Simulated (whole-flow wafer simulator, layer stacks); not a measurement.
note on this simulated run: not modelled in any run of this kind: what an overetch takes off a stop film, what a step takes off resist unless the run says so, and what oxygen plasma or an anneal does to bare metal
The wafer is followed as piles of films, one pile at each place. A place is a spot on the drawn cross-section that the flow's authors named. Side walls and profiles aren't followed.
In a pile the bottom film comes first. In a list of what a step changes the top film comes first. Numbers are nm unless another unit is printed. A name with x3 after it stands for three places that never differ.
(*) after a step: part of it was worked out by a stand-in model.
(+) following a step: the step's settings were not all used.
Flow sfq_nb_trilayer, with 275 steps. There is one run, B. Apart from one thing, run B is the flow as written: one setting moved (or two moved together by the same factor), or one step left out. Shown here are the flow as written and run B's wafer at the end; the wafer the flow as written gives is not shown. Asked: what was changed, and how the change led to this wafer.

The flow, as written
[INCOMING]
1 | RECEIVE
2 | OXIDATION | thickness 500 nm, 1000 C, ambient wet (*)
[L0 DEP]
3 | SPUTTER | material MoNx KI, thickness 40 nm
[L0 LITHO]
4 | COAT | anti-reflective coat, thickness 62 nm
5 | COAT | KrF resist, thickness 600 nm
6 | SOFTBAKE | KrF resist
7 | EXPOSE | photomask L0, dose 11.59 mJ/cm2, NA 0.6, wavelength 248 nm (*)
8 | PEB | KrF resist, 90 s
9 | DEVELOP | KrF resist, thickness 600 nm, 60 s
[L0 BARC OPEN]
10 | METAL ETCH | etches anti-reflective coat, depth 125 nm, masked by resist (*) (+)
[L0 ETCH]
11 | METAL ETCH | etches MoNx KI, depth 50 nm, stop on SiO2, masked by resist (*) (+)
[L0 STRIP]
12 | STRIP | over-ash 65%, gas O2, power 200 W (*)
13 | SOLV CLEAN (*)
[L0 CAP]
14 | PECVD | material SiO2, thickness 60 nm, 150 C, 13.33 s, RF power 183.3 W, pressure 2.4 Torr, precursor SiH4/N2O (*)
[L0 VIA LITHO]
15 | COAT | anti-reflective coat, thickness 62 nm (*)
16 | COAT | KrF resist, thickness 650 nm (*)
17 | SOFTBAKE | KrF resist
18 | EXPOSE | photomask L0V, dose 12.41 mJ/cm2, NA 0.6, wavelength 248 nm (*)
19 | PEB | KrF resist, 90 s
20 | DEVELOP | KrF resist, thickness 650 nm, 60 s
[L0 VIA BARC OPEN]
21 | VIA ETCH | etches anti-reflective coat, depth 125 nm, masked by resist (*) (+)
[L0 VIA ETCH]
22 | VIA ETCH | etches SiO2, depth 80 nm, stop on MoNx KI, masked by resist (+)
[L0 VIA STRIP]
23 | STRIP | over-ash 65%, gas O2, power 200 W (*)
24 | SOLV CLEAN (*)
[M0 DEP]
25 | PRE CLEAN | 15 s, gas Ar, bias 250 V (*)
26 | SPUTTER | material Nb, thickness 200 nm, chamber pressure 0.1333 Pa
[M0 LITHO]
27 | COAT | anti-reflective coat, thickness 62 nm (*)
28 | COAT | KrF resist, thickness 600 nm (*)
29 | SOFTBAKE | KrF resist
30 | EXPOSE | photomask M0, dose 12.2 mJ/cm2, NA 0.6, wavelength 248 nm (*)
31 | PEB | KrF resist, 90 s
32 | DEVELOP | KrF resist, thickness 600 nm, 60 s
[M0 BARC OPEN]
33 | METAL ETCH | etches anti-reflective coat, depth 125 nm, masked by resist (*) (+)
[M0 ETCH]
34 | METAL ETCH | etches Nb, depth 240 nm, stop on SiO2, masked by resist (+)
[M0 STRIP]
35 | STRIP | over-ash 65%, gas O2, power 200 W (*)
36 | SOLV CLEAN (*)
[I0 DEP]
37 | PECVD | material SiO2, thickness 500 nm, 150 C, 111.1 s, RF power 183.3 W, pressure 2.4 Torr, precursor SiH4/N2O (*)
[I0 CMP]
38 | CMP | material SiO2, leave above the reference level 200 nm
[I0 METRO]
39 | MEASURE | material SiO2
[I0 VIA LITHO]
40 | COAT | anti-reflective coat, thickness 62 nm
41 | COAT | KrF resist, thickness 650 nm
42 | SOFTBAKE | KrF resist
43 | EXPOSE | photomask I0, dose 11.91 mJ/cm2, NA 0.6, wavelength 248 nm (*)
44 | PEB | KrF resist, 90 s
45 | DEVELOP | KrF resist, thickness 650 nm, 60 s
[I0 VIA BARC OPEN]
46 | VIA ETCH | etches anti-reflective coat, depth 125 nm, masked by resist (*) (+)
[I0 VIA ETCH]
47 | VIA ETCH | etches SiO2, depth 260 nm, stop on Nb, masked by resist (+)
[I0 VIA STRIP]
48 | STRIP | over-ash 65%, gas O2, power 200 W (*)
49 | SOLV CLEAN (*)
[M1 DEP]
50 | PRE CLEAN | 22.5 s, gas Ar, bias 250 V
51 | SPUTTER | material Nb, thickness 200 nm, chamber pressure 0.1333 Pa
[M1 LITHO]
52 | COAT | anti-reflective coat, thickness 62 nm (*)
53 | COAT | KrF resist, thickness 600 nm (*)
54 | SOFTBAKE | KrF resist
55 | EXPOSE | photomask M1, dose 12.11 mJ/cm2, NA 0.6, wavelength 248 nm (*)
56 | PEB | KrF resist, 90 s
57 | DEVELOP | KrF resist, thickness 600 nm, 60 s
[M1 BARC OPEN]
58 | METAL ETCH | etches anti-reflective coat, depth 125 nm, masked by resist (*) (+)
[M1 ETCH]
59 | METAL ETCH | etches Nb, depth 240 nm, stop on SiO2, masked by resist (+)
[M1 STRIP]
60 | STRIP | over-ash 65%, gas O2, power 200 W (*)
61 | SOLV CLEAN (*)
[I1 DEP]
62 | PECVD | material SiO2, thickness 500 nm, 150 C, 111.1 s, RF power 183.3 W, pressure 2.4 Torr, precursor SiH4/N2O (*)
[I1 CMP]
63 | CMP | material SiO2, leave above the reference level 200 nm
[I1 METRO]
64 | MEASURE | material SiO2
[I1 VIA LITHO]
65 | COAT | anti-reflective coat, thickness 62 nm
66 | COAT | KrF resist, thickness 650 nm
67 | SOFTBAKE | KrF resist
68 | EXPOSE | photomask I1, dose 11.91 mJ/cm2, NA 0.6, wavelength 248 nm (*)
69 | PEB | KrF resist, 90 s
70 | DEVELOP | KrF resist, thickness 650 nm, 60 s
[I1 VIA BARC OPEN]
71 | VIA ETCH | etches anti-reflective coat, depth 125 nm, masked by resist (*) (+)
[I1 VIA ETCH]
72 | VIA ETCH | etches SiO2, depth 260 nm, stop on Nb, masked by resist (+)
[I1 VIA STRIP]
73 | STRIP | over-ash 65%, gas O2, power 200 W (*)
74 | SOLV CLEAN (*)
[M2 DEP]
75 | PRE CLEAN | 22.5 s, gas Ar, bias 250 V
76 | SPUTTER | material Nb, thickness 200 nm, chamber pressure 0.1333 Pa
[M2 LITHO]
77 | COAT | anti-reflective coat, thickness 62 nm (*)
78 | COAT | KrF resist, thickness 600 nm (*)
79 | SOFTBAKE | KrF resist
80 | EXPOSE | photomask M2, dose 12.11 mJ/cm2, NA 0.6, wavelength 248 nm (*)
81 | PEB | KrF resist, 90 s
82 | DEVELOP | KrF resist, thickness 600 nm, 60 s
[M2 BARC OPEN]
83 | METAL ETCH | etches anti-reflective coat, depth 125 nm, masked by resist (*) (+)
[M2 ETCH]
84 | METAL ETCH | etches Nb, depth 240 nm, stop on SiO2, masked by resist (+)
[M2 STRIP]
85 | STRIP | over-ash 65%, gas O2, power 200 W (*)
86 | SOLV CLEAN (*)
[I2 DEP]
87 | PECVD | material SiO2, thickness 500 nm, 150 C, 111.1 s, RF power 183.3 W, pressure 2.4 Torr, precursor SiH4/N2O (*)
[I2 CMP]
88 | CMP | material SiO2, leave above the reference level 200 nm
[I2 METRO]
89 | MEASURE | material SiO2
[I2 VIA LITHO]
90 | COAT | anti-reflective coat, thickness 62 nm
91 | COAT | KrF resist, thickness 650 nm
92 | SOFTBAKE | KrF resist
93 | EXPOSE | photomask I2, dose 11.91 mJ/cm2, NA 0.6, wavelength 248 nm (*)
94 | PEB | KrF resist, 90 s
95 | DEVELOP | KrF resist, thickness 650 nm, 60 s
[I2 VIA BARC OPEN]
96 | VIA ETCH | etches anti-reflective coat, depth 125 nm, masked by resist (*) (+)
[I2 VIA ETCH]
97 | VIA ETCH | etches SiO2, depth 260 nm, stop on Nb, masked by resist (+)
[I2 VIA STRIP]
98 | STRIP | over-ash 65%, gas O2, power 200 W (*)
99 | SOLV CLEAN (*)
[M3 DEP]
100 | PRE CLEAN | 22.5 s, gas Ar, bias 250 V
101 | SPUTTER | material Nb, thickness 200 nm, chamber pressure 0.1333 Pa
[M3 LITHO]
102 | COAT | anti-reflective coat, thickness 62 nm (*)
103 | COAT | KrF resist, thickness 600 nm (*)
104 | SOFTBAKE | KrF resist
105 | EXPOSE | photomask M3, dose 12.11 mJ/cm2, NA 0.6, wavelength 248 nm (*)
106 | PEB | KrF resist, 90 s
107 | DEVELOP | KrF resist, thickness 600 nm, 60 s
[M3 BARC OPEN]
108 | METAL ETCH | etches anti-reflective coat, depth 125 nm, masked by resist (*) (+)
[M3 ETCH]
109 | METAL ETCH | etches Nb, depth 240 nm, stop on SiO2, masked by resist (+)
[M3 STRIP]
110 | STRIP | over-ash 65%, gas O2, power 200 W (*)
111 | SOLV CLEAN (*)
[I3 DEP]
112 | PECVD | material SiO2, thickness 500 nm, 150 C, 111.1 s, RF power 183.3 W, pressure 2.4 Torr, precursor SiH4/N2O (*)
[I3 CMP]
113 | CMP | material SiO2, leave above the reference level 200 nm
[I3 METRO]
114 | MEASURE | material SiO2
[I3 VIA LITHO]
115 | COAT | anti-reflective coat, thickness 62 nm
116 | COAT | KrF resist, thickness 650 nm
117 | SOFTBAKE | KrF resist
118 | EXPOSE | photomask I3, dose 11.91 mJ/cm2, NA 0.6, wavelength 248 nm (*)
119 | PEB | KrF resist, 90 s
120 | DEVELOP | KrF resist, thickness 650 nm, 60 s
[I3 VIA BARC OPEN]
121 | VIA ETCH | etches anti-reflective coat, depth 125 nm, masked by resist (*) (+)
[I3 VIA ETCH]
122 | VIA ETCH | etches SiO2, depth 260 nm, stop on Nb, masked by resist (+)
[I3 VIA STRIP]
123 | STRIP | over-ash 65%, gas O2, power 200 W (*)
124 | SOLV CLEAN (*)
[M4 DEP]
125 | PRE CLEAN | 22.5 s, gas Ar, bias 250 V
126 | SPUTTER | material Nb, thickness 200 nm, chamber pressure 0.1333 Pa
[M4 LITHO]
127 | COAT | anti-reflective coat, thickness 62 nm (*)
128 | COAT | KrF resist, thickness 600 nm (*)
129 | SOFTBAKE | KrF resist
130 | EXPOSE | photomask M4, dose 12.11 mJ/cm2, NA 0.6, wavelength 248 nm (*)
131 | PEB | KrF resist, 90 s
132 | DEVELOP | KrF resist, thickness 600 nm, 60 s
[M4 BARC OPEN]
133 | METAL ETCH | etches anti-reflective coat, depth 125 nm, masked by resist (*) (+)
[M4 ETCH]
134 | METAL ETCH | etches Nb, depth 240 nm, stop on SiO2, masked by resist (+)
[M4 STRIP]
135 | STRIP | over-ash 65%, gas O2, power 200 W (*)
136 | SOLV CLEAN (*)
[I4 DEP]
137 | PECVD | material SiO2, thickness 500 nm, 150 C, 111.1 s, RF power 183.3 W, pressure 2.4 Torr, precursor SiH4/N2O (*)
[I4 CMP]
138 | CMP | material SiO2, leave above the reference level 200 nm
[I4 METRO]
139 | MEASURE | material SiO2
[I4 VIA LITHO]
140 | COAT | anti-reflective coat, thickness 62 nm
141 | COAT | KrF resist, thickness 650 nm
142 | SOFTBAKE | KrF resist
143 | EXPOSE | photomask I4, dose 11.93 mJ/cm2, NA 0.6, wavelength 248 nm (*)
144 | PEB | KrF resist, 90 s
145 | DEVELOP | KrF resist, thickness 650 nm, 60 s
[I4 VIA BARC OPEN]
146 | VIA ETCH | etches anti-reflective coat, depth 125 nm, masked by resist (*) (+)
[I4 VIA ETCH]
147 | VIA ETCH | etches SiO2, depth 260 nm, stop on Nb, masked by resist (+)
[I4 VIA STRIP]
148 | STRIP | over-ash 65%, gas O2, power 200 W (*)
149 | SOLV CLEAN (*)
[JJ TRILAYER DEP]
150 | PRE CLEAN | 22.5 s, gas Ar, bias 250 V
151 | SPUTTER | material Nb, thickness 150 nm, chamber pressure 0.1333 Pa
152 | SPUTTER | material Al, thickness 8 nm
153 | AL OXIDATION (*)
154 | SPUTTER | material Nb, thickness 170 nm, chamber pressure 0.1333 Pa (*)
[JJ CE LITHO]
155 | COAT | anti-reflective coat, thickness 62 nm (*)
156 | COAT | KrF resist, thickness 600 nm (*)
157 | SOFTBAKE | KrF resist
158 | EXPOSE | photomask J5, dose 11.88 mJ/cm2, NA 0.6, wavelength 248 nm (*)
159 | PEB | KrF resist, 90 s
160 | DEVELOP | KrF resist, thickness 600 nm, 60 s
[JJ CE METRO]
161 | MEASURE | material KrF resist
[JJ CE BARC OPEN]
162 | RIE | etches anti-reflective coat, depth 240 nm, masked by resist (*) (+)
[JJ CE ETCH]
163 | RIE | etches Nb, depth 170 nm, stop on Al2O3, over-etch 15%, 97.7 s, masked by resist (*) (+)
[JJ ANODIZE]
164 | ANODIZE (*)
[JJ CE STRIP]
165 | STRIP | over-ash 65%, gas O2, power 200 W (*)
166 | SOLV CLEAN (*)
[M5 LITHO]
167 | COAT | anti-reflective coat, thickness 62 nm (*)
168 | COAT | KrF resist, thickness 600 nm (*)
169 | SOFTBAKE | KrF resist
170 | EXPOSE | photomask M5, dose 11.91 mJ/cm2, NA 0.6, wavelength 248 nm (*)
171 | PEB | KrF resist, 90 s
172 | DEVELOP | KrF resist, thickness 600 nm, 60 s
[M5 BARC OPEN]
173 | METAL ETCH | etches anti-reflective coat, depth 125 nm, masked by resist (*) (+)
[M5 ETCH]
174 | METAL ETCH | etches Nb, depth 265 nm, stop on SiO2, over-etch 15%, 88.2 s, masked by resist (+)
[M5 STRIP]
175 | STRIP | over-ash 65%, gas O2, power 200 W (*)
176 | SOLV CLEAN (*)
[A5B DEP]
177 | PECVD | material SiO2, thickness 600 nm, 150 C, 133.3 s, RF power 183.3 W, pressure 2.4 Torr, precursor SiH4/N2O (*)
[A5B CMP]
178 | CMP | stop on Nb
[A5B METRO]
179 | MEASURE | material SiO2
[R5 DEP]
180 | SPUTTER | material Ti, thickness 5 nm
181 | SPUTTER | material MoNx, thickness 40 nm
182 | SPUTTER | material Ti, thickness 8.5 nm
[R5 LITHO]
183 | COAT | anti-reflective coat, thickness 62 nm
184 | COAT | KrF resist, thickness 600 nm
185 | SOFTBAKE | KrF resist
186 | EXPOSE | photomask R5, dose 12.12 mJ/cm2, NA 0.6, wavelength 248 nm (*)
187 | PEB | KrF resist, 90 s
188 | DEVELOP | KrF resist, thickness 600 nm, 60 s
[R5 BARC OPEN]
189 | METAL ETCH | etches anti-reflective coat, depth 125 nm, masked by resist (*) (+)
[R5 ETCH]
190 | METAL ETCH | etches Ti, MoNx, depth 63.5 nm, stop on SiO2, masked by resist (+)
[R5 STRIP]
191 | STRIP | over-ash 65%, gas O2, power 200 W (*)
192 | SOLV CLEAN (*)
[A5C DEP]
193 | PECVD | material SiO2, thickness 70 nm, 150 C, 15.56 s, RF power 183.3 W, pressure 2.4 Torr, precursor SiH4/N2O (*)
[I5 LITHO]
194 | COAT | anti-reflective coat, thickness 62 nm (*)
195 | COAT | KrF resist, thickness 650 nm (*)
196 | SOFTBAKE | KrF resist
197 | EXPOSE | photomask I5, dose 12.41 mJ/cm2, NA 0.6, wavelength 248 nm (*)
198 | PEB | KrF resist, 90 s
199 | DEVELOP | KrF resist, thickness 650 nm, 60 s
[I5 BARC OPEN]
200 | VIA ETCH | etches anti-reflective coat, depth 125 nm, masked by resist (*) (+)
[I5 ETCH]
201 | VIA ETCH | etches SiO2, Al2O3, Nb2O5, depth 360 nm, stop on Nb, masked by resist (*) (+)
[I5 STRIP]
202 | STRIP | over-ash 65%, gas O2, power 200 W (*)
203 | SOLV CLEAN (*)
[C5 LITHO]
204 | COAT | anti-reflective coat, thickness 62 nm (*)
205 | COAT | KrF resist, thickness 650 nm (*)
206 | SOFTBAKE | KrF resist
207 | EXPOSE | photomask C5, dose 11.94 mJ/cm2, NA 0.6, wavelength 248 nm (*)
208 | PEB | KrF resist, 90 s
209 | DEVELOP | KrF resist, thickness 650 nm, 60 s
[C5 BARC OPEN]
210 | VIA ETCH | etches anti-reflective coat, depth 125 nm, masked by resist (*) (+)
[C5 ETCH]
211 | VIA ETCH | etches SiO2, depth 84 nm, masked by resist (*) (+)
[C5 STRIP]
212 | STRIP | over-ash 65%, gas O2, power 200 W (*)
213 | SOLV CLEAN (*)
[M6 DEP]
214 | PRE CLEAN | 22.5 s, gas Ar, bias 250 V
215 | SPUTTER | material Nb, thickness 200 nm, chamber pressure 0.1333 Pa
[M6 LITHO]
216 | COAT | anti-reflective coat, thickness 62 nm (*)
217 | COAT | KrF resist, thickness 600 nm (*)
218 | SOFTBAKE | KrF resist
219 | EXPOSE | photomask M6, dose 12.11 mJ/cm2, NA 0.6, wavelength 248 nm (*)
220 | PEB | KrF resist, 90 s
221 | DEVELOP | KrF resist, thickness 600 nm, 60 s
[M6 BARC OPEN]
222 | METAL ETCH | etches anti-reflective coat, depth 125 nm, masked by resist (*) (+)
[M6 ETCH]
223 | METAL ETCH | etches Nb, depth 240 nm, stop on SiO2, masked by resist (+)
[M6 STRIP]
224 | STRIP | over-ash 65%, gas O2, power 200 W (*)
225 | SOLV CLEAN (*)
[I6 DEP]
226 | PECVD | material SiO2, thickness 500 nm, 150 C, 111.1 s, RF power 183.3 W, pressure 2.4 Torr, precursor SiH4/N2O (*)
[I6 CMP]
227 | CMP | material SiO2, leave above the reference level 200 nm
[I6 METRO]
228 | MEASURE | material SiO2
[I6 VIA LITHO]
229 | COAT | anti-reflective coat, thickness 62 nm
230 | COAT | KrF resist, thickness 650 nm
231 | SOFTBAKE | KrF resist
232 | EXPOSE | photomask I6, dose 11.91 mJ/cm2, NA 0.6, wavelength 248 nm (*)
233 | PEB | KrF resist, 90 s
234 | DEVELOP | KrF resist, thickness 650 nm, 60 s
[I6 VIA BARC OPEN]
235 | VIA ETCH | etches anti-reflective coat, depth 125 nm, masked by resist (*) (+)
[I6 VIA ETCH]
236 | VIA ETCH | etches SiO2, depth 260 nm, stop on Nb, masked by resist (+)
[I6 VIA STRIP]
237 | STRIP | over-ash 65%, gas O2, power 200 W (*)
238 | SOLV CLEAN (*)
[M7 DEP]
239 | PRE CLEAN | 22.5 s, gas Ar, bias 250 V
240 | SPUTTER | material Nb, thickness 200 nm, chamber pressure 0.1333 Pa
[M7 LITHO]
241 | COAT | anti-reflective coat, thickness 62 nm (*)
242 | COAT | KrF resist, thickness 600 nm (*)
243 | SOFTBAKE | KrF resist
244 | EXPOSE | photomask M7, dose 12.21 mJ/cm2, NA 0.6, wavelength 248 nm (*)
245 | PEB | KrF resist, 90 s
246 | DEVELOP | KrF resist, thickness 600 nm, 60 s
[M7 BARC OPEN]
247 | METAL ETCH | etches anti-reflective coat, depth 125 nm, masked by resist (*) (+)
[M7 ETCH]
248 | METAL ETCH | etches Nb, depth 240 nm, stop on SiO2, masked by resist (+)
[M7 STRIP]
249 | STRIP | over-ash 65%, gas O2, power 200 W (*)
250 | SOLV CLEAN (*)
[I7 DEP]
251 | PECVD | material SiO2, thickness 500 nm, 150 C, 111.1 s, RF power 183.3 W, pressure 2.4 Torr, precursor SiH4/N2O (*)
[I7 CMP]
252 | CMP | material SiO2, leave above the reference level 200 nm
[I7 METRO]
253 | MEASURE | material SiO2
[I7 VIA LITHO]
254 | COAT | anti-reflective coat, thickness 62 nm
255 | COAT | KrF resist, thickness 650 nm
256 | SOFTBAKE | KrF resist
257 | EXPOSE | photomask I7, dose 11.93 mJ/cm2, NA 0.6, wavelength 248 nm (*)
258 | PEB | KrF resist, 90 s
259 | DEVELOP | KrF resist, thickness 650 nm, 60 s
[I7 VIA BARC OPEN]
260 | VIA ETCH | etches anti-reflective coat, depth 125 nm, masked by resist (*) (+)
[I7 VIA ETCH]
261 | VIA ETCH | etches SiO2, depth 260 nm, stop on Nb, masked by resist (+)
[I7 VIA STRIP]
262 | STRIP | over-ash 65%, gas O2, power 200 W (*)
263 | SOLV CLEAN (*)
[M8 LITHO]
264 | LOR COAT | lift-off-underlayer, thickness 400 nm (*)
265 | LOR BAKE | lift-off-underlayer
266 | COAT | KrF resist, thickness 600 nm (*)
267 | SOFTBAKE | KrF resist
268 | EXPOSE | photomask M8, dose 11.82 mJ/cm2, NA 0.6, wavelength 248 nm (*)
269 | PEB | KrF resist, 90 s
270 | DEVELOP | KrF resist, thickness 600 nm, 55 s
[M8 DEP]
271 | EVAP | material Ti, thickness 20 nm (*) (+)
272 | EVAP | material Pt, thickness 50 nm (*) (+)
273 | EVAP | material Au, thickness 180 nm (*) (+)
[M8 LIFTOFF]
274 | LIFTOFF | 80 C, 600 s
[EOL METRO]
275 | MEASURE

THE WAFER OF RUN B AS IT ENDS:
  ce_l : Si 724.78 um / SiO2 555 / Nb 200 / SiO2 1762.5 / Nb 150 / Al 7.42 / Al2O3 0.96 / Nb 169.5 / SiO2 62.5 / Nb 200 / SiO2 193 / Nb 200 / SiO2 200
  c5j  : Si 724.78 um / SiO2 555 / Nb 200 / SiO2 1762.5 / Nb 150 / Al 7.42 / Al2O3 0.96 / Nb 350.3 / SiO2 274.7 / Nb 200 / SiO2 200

The reason: step 190, METAL ETCH: depth 54 nm was run, though the flow has depth 63.5 nm.

The path from the change to this, step by step:
  190 | METAL ETCH | etches Ti, MoNx, depth 63.5 nm, stop on SiO2, masked by resist (+)
      be_r, r_sur, res, r_end, r5r_line_l, r5r_line_c, r5r_line_r: -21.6 KrF resist (it would be, as written: -25.4 KrF resist)
      ce_l, c5j, ce_r, wl_jj: -8.5 Ti (all of it), -40 MoNx (all of it), -5 Ti (all of it), -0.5 Nb (it would be, as written: -8.5 Ti (all of it), -40 MoNx (all of it), -5 Ti (all of it), -10 Nb)
  194 | COAT | anti-reflective coat, thickness 62 nm (*)
      wl_j_sl, wl_j_sr: +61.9 anti-reflective coat (new film) (it would be, as written: +60.2 anti-reflective coat (new film))
      jj_sur: +62.6 anti-reflective coat (new film) (it would be, as written: +60.8 anti-reflective coat (new film))
      (and at 5 other places as well)
  202 | STRIP | over-ash 65%, gas O2, power 200 W (*)
      wl_j_sl, wl_j_sr: -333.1 KrF resist (all of it), -61.9 anti-reflective coat (all of it) (it would be, as written: -333.3 KrF resist (all of it), -60.2 anti-reflective coat (all of it))
      jj_sur: -337 KrF resist (all of it), -62.6 anti-reflective coat (all of it) (it would be, as written: -337.2 KrF resist (all of it), -60.8 anti-reflective coat (all of it))
      (and at 5 other places as well)
  204 | COAT | anti-reflective coat, thickness 62 nm (*)
      wl_j_sl, wl_j_sr: +61.9 anti-reflective coat (new film) (it would be, as written: +60.2 anti-reflective coat (new film))
      jj_sur: +61.2 anti-reflective coat (new film) (it would be, as written: +59.5 anti-reflective coat (new film))
      (and at 5 other places as well)
  210 | VIA ETCH | etches anti-reflective coat, depth 125 nm, masked by resist (*) (+)
      c5j: -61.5 anti-reflective coat (all of it), -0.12 SiO2 (it would be, as written: -63.9 anti-reflective coat (all of it), -0.11 SiO2)
  212 | STRIP | over-ash 65%, gas O2, power 200 W (*)
      wl_j_sl, wl_j_sr: -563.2 KrF resist (all of it), -61.9 anti-reflective coat (all of it) (it would be, as written: -563.4 KrF resist (all of it), -60.2 anti-reflective coat (all of it))
      jj_sur: -561.8 KrF resist (all of it), -61.2 anti-reflective coat (all of it) (it would be, as written: -562 KrF resist (all of it), -59.5 anti-reflective coat (all of it))
      (and at 4 other places as well)
  216 | COAT | anti-reflective coat, thickness 62 nm (*)
      wl_j_sl, wl_j_sr: +61.9 anti-reflective coat (new film) (it would be, as written: +60.2 anti-reflective coat (new film))
      jj_sur: +58.5 anti-reflective coat (new film) (it would be, as written: +56.1 anti-reflective coat (new film))
      (and at 5 other places as well)
  224 | STRIP | over-ash 65%, gas O2, power 200 W (*)
      wl_j_sl, wl_j_sr: -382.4 KrF resist (all of it), -61.9 anti-reflective coat (all of it) (it would be, as written: -382.5 KrF resist (all of it), -60.2 anti-reflective coat (all of it))
      jj_sur: -377.9 KrF resist (all of it), -58.5 anti-reflective coat (all of it) (it would be, as written: -378.5 KrF resist (all of it), -56.1 anti-reflective coat (all of it))
      (and at 5 other places as well)
  227 | CMP | material SiO2, leave above the reference level 200 nm
      ce_l, ce_r, wl_jj: -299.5 SiO2 (it would be, as written: -290 SiO2)
      c5j: -232.5 SiO2 (it would be, as written: -223 SiO2)
